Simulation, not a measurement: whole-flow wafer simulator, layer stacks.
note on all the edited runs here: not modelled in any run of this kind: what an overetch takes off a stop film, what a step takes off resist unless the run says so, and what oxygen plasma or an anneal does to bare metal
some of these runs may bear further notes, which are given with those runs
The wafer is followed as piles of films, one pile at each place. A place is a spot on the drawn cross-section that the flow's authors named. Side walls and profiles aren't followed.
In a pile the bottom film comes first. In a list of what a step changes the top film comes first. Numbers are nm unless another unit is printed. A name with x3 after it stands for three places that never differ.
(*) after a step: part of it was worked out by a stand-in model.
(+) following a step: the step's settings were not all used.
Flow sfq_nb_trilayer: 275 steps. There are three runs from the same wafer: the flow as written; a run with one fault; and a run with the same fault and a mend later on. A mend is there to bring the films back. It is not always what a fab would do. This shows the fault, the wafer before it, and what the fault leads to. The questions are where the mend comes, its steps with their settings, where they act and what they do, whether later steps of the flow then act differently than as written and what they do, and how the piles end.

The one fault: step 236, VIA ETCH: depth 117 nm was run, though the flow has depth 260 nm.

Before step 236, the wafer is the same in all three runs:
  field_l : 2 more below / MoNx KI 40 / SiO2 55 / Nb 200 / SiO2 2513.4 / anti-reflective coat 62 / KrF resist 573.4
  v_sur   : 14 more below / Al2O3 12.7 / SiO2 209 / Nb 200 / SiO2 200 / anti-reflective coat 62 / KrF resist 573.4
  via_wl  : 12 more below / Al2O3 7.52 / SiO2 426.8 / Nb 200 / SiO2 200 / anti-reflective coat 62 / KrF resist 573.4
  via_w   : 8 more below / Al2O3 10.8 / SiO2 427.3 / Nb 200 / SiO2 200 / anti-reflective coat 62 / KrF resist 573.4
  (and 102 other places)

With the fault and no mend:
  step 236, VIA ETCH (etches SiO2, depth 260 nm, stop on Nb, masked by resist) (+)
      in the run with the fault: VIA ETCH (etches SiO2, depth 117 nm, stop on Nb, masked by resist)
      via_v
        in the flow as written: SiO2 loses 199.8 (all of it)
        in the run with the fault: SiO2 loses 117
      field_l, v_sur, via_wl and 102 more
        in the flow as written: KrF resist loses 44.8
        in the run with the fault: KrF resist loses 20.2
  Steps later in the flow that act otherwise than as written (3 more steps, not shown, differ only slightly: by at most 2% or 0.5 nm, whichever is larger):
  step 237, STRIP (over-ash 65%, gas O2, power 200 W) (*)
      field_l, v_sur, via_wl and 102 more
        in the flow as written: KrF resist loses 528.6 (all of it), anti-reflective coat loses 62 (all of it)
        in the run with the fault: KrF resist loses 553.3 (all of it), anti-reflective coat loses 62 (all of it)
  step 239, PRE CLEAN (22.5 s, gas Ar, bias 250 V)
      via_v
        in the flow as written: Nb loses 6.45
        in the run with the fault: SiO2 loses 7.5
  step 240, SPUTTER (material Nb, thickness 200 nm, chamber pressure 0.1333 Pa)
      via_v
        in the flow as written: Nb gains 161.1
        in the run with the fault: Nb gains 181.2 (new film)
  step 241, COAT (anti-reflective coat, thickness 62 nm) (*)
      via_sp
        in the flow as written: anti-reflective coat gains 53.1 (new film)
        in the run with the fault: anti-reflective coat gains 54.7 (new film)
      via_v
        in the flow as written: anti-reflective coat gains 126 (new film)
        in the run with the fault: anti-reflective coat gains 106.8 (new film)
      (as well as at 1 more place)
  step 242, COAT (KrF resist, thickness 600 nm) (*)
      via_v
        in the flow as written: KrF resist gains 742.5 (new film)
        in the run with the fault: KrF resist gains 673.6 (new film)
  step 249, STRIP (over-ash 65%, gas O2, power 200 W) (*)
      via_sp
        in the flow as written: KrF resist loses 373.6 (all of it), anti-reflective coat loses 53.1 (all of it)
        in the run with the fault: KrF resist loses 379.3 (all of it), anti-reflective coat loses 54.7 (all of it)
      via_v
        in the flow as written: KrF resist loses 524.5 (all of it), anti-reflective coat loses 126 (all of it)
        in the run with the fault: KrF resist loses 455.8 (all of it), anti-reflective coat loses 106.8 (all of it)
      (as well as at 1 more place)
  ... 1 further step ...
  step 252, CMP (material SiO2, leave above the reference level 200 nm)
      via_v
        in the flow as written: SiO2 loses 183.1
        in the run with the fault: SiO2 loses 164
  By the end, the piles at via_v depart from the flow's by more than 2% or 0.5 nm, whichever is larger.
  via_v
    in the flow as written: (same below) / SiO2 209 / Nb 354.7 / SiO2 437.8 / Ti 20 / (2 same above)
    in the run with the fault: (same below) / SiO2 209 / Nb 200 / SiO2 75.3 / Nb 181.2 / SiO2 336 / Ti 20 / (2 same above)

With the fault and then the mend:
  The mend follows step 236.
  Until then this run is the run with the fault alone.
  step 236a, VIA ETCH (etches SiO2, depth 143 nm, stop on Nb, masked by resist) (+) (the flow's step 236 again, with other settings)
      field_l, v_sur, via_wl and 102 more
        KrF resist loses 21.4
      via_v
        SiO2 loses 82.8 (all of it)
  Every later step of the flow that is run acts as written, at every place that is followed, to within 2% or 0.5 nm, whichever is larger.
  The piles end the same as the flow's at every place that both follow.
